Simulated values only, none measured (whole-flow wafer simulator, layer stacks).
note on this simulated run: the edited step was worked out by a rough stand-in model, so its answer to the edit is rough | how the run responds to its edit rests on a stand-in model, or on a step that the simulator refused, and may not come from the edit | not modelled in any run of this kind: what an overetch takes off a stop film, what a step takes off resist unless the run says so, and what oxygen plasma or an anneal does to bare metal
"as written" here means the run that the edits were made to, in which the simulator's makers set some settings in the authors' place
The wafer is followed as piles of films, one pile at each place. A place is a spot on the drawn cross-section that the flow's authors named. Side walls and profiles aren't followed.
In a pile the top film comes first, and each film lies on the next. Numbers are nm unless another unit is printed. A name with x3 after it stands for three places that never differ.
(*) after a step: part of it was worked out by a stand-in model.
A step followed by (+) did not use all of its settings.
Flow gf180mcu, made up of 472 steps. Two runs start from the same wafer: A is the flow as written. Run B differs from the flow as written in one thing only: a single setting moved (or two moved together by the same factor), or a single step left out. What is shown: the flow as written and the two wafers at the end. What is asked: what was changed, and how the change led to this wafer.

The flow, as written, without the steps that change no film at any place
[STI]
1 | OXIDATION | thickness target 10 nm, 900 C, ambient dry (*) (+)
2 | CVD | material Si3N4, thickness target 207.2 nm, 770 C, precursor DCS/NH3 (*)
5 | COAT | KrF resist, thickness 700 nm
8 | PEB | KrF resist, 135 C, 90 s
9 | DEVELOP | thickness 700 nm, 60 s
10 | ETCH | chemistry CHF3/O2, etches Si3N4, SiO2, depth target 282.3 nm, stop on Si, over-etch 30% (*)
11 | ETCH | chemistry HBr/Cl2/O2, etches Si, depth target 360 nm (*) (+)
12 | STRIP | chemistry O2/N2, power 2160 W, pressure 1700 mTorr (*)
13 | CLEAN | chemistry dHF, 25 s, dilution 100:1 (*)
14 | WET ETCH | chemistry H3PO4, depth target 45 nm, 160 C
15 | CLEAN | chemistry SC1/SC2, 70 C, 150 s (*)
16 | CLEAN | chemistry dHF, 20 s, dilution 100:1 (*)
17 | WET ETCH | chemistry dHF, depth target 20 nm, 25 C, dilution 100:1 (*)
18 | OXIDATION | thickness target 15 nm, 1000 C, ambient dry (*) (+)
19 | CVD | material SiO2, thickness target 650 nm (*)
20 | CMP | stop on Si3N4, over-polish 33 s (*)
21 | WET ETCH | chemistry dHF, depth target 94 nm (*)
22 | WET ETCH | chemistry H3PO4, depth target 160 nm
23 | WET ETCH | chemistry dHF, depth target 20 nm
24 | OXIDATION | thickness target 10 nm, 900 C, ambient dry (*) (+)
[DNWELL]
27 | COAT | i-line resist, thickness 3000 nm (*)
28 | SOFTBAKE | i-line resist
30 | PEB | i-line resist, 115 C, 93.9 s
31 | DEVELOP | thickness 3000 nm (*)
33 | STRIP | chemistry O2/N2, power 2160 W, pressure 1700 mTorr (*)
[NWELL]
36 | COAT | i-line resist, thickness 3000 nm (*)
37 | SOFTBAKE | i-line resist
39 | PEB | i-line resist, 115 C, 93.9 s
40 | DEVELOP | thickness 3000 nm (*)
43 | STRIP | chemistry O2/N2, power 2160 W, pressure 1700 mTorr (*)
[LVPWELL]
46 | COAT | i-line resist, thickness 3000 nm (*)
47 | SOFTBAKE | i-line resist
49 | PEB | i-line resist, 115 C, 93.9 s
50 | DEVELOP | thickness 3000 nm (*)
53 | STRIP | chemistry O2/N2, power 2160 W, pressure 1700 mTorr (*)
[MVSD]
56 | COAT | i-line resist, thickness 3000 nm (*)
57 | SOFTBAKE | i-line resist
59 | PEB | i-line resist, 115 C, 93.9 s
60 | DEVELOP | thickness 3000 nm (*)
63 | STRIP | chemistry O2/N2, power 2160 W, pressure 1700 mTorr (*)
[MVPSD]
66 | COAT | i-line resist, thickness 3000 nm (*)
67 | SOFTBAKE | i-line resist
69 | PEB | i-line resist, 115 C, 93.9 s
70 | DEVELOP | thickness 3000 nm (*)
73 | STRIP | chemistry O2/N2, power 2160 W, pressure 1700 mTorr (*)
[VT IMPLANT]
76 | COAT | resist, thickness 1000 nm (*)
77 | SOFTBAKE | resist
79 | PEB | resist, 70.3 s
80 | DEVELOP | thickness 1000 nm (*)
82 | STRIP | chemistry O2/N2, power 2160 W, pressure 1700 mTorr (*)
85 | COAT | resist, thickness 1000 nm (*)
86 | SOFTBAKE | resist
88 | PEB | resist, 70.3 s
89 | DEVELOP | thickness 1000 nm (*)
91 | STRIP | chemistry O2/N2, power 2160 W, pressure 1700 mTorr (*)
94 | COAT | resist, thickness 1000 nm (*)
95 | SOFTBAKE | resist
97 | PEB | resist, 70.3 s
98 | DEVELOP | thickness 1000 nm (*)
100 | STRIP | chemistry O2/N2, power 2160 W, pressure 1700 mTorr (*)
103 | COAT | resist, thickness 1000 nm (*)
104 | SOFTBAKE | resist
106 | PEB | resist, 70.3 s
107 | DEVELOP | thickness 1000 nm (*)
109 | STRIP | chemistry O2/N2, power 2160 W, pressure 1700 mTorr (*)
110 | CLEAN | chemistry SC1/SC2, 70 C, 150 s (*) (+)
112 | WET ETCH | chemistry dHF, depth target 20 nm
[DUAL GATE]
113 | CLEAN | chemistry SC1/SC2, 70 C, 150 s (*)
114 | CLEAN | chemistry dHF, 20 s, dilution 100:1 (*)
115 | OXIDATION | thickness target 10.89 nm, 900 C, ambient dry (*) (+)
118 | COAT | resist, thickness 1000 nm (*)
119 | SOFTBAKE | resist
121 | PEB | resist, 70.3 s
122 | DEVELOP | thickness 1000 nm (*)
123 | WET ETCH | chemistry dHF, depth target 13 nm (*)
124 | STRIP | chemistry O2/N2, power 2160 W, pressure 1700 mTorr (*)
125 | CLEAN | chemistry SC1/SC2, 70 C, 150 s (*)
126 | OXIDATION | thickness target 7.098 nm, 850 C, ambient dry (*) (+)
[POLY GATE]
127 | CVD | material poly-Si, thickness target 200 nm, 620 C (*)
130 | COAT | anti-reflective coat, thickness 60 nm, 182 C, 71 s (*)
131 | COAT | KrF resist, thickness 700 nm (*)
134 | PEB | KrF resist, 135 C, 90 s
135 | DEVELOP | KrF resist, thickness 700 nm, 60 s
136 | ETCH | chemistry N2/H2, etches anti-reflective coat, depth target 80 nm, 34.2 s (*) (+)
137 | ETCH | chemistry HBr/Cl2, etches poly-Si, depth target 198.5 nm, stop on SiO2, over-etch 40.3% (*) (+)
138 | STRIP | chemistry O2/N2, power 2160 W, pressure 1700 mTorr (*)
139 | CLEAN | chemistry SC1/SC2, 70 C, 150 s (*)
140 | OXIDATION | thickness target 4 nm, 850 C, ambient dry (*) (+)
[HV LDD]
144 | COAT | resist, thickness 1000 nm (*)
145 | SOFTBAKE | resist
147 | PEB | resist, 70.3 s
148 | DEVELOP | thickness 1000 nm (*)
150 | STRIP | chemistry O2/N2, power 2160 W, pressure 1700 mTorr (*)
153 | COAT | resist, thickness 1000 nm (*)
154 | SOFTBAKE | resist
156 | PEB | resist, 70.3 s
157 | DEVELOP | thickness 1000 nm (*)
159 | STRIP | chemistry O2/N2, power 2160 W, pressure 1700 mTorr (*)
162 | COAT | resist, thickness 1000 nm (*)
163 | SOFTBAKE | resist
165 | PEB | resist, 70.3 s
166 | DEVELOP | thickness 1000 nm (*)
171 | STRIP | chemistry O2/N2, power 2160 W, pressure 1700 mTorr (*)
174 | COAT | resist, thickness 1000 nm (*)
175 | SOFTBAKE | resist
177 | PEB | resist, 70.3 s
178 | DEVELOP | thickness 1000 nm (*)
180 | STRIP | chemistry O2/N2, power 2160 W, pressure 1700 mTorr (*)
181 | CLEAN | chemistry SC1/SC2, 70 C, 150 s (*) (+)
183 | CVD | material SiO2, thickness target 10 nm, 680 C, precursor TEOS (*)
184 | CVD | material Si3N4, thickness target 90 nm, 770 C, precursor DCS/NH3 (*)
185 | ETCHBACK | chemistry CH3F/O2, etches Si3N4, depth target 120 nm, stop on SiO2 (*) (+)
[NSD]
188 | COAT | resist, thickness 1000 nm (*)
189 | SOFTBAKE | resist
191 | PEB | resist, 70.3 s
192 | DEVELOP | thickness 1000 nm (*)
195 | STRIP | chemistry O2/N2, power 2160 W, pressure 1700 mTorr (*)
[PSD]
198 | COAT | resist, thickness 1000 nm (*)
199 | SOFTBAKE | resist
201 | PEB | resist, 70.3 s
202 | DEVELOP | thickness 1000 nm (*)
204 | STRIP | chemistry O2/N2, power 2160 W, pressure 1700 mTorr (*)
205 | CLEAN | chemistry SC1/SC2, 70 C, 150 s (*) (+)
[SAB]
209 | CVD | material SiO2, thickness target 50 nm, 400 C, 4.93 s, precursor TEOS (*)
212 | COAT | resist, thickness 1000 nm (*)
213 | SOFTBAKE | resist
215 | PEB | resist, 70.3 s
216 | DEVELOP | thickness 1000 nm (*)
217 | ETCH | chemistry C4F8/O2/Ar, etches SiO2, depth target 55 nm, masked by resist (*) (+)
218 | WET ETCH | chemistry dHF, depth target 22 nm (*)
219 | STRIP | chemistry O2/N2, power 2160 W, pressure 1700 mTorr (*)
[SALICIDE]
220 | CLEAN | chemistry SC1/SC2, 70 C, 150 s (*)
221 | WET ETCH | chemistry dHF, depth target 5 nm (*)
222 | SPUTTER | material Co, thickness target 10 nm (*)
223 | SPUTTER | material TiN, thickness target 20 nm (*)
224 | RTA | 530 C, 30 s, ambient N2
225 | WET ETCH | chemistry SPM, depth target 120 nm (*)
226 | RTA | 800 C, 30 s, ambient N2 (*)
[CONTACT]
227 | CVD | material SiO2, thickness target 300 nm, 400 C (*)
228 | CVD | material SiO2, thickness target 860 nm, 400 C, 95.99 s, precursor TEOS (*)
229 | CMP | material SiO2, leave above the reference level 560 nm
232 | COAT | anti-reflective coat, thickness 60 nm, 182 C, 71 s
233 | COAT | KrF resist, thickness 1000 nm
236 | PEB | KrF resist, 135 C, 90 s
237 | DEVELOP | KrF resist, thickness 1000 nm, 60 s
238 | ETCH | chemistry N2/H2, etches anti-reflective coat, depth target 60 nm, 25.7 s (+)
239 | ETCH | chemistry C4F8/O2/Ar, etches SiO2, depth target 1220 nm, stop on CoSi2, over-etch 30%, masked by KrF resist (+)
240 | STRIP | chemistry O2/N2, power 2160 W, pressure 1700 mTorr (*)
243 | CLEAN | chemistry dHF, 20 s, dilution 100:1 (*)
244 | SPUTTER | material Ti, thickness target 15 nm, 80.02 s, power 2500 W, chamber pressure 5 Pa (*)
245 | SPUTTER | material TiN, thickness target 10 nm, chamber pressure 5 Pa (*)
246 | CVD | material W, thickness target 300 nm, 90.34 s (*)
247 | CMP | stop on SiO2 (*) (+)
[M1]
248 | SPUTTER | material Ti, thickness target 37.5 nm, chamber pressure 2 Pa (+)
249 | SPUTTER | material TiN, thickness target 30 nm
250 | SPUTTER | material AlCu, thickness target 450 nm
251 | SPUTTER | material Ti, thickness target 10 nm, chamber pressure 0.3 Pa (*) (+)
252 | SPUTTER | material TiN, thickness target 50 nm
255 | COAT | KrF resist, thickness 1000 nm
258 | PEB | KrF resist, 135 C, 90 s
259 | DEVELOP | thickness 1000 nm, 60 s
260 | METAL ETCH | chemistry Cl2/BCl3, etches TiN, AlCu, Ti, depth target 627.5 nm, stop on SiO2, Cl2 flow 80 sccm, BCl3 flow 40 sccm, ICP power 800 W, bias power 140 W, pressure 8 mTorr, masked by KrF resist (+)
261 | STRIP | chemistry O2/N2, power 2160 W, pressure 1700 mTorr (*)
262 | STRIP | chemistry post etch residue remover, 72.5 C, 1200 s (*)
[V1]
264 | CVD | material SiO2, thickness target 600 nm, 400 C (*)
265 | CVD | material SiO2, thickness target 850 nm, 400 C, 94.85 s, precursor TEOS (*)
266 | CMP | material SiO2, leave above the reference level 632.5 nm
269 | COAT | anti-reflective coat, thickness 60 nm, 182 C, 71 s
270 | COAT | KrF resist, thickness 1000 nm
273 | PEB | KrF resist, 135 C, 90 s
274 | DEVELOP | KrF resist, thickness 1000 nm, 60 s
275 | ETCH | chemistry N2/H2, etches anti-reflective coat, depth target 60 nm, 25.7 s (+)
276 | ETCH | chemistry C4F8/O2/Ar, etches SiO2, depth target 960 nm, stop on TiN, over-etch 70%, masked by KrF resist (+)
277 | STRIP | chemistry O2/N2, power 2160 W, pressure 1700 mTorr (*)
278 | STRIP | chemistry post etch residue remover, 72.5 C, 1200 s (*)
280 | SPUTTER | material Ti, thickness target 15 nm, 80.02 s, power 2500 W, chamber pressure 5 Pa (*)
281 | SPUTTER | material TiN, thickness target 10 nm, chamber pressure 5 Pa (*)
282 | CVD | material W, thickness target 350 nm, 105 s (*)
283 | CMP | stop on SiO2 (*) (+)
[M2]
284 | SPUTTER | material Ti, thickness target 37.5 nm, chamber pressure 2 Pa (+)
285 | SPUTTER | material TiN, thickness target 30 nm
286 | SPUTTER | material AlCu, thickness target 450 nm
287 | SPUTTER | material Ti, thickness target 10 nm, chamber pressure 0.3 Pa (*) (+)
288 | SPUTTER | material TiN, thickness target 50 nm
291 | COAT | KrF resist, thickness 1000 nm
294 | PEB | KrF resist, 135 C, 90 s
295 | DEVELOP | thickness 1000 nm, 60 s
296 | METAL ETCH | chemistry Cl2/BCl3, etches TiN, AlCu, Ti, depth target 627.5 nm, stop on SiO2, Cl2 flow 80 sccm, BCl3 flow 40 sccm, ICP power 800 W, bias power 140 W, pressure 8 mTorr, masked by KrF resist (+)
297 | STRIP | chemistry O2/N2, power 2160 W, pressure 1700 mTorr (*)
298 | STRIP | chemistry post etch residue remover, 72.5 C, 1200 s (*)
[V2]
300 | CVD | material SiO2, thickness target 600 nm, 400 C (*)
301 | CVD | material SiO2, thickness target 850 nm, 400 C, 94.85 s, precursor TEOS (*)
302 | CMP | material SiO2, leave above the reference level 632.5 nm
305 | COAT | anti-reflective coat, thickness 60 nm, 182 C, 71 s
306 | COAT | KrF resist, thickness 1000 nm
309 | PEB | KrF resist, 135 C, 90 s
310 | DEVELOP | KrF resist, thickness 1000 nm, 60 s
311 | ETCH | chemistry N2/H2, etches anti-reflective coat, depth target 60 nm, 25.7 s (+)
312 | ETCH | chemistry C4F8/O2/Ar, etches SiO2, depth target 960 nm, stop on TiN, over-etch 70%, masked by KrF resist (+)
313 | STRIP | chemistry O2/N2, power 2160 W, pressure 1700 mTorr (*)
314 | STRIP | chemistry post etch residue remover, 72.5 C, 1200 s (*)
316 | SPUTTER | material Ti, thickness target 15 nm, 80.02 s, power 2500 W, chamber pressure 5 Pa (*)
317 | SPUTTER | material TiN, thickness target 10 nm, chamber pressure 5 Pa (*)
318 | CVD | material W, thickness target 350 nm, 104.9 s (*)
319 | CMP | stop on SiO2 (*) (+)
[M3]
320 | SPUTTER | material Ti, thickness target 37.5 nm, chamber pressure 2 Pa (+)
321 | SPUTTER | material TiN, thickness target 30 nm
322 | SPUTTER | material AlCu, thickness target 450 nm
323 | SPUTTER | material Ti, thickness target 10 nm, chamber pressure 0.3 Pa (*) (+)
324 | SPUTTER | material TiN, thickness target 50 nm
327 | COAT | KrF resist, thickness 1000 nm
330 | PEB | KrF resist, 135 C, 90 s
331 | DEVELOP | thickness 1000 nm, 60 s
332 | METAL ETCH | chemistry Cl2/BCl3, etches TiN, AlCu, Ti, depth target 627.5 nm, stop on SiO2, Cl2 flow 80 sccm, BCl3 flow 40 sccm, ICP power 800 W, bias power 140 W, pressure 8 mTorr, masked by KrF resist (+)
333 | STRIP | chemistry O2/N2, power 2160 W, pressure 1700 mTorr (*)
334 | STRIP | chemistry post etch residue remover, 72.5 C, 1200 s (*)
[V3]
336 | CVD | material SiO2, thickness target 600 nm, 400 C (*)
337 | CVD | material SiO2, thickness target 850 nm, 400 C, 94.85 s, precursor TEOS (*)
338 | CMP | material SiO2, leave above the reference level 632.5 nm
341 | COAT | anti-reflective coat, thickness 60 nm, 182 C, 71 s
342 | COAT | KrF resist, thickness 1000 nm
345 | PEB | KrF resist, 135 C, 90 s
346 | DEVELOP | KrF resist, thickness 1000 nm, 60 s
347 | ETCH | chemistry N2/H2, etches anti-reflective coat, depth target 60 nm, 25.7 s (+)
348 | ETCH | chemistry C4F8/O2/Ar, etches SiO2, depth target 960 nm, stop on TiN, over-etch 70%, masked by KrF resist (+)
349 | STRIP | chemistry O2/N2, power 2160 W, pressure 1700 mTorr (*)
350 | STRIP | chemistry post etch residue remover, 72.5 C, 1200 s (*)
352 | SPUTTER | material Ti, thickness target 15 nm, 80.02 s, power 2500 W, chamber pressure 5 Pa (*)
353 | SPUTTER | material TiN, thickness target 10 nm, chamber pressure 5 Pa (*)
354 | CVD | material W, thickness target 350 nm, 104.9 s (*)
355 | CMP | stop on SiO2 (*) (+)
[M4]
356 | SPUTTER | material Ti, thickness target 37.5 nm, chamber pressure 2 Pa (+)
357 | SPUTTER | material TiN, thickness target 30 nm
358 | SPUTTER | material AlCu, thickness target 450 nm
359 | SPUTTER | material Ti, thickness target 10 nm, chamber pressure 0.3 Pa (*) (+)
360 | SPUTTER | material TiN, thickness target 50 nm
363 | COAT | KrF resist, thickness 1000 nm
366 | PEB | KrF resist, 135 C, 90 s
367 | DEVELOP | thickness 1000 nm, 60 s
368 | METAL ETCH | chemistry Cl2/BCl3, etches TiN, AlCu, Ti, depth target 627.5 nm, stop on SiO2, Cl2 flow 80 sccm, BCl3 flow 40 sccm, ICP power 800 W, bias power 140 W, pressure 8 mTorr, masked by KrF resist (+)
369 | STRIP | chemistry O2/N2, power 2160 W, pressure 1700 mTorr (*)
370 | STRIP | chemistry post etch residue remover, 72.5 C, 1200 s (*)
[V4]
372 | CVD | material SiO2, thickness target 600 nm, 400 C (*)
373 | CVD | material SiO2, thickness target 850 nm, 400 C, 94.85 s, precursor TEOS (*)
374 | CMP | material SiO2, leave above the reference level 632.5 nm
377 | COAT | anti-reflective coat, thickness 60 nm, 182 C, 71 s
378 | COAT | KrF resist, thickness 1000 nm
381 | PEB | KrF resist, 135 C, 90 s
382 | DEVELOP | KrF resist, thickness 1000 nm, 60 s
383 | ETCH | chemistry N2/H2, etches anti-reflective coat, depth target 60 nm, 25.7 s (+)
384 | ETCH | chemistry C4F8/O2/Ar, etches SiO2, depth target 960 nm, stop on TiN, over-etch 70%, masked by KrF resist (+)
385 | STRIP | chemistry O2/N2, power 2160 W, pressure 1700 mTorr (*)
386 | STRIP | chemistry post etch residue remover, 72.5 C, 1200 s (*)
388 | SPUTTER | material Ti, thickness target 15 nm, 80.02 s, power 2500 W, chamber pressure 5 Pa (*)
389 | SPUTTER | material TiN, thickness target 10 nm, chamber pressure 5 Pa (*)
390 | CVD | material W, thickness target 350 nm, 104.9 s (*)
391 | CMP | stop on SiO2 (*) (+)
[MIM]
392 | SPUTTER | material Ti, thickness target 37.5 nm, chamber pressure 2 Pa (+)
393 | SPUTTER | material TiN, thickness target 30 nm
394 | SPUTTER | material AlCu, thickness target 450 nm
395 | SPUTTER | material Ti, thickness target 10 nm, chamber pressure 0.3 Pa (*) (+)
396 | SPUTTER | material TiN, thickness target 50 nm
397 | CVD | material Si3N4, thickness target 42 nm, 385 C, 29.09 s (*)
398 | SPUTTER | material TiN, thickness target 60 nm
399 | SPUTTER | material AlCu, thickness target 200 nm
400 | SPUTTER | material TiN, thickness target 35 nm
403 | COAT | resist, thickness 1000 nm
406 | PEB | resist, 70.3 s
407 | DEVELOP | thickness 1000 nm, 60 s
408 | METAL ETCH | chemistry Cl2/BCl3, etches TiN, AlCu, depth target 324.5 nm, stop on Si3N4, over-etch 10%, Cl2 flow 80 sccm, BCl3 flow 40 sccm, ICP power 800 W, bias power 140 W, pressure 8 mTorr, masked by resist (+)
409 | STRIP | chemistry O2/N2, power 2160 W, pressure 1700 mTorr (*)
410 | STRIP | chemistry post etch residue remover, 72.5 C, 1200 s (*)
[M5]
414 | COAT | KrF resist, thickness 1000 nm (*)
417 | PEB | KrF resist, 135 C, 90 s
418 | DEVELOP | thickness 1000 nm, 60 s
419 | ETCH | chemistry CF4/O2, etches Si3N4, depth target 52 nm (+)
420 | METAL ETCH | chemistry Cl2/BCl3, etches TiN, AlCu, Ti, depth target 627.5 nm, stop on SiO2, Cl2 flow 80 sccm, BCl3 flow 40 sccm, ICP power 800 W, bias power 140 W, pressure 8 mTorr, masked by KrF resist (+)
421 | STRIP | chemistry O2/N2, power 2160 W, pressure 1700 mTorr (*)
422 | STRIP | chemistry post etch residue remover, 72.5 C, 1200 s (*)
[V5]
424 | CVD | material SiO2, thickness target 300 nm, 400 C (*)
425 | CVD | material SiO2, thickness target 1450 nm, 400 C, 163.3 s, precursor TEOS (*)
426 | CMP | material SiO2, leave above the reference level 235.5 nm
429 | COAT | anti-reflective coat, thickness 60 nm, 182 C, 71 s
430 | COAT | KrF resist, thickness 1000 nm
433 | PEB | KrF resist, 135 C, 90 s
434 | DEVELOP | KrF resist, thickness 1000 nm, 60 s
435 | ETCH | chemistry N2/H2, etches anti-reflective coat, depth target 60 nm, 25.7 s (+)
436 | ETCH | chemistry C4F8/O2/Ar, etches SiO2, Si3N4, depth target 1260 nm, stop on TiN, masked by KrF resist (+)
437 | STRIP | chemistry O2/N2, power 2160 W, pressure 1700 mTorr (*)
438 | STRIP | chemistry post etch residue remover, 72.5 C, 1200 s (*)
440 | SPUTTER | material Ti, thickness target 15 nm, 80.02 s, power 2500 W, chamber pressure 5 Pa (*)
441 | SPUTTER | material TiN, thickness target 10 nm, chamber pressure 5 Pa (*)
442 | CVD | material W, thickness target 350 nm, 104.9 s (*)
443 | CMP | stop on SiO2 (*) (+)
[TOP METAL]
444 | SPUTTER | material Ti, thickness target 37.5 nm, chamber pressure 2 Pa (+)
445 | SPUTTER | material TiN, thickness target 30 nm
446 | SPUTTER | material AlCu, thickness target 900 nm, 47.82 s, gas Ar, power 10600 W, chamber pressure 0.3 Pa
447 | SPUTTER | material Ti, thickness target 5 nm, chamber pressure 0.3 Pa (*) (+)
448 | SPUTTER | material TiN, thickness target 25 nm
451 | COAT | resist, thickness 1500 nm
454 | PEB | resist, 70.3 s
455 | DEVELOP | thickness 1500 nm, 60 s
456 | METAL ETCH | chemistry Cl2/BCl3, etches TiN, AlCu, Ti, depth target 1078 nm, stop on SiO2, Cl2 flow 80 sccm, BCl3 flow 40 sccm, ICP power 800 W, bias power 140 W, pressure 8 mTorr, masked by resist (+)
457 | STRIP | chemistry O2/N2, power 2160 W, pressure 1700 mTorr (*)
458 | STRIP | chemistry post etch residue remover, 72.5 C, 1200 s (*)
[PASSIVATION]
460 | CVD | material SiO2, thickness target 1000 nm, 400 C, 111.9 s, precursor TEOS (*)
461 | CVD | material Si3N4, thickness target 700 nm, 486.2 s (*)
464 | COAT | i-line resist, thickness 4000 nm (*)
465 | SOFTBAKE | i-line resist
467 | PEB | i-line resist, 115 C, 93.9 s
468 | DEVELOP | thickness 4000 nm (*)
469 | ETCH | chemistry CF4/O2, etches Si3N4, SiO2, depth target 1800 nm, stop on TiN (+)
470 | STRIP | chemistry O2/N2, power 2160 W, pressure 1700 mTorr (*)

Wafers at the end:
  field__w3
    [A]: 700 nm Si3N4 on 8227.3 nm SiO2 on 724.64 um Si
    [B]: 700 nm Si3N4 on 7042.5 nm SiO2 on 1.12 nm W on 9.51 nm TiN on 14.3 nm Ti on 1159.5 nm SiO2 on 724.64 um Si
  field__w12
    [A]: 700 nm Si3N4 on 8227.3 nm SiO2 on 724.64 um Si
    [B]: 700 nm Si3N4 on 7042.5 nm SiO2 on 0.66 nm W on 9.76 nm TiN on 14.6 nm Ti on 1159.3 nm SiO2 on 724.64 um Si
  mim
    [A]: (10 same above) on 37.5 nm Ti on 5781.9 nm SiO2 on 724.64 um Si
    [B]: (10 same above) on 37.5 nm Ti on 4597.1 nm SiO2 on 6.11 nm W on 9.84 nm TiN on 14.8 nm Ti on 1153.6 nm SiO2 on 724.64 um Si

Cause: step 228, CVD: thickness target 559 nm was run, while the flow as written has thickness target 860 nm; step 228, CVD: 62.39 s was run, where the flow has 95.99 s.

Step by step, how the change led to this:
  228 | CVD | material SiO2, thickness target 860 nm, 400 C, 95.99 s, precursor TEOS (*)
      field, field__w7, field__w8 and 70 more: A +860 SiO2 | B +565.4 SiO2
      field__w3, field__w12: A +807.3 SiO2 | B +534.2 SiO2
      (and at 36 other places as well)
  229 | CMP | material SiO2, leave above the reference level 560 nm
      field, field__w10: A -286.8 SiO2 | B nothing
      field__w7, field__w8: A -286.6 SiO2 | B nothing
      (and at 107 other places as well)
  232 | COAT | anti-reflective coat, thickness 60 nm, 182 C, 71 s
      n_well, p_well, sti and 7 more: A +60 anti-reflective coat (new film) | B +55 anti-reflective coat (new film)
      field, active_nat: A +60 anti-reflective coat (new film) | B +64.4 anti-reflective coat (new film)
      (and at 54 other places as well)
  238 | ETCH | chemistry N2/H2, etches anti-reflective coat, depth target 60 nm, 25.7 s (+)
      polyc_n: A -60 anti-reflective coat (all of it), -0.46 SiO2 | B -55.2 anti-reflective coat (all of it), -0.59 SiO2
      polyc_p: A -60 anti-reflective coat (all of it), -0.46 SiO2 | B -55 anti-reflective coat (all of it), -0.59 SiO2
  240 | STRIP | chemistry O2/N2, power 2160 W, pressure 1700 mTorr (*)
      p_well, sti, spacer, sd_n, mim_1p0, pad, dice_street: A -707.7 KrF resist (all of it), -60 anti-reflective coat (all of it) | B -710 KrF resist (all of it), -55 anti-reflective coat (all of it)
      field: A -707.7 KrF resist (all of it), -60 anti-reflective coat (all of it) | B -709.3 KrF resist (all of it), -64.4 anti-reflective coat (all of it)
      (and at 56 other places as well)
  244 | SPUTTER | material Ti, thickness target 15 nm, 80.02 s, power 2500 W, chamber pressure 5 Pa (*)
      field__w2, ld_drift_p: A +15 Ti (new film) | B +14.4 Ti (new film)
      field__w3: A +15 Ti (new film) | B +14.3 Ti (new film)
  247 | CMP | stop on SiO2 (*) (+)
      field, field__w1, field__w7 and 7 more: A -300 W (all of it), -10 TiN (all of it), -15 Ti (all of it), -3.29 SiO2 | B -300 W (all of it), -10 TiN (all of it), -15 Ti (all of it)
      field_sub, field_sub__w2: A -300 W (all of it), -10 TiN (all of it), -15 Ti (all of it), -3.29 SiO2 | B -300 W (all of it), -9.08 TiN
      (and at 19 other places as well)
  248 | SPUTTER | material Ti, thickness target 37.5 nm, chamber pressure 2 Pa (+)
      field__w6, sd_p, m1, active_nat, ld_sd_n, ld_drn_n, ld_sd_p, nw_enc_fld_lv__w3: A +37.5 Ti (new film) | B +37.5 Ti
  260 | METAL ETCH | chemistry Cl2/BCl3, etches TiN, AlCu, Ti, depth target 627.5 nm, stop on SiO2, Cl2 flow 80 sccm, BCl3 flow 40 sccm, ICP power 800 W, bias power 140 W, pressure 8 mTorr, masked by KrF resist (+)
      field__w3, field__w12, mim, ld_drift_p, ld_drn_p: A -50 TiN (all of it), -10 Ti (all of it), -450 AlCu (all of it), -30 TiN (all of it), -37.5 Ti (all of it) | B -50 TiN (all of it), -10 Ti (all of it), -450 AlCu (all of it), -30 TiN (all of it), -37.5 Ti (all of it), -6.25 W
      field_sub, field_sub__w2: A -50 TiN (all of it), -10 Ti (all of it), -450 AlCu (all of it), -30 TiN (all of it), -37.5 Ti (all of it) | B -50 TiN (all of it), -10 Ti (all of it), -450 AlCu (all of it), -30 TiN (all of it), -37.5 Ti (all of it), -0.92 TiN (all of it), -15 Ti (all of it)
      (and at 9 other places as well)
  262 | STRIP | chemistry post etch residue remover, 72.5 C, 1200 s (*)
      field__w3, field__w12, mim, ld_drift_p, ld_drn_p: A nothing | B -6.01 W
  264 | CVD | material SiO2, thickness target 600 nm, 400 C (*)
      field__w3, field__w12, mim, ld_drift_p, ld_drn_p: A +600 SiO2 | B +600 SiO2 (new film)
  266 | CMP | material SiO2, leave above the reference level 632.5 nm
      field__w3, field__w12, mim, ld_drift_p, ld_drn_p: A -300 SiO2 | B -287.7 SiO2
      field_sub, field_sub__w2: A -300 SiO2 | B -284.1 SiO2
      (and at 6 other places as well)
If metal films that touch count as one body, field__w3 has 1 body; the flow as written gives 0 bodies.
If metal films that touch count as one body, field__w12 has 1 body; the flow as written gives 0 bodies.
If metal films that touch count as one body, mim has 3 bodies (between them, from the top down: Si3N4 42; SiO2 4597.1); the flow as written gives 2 bodies (between them, from the top down: Si3N4 42).
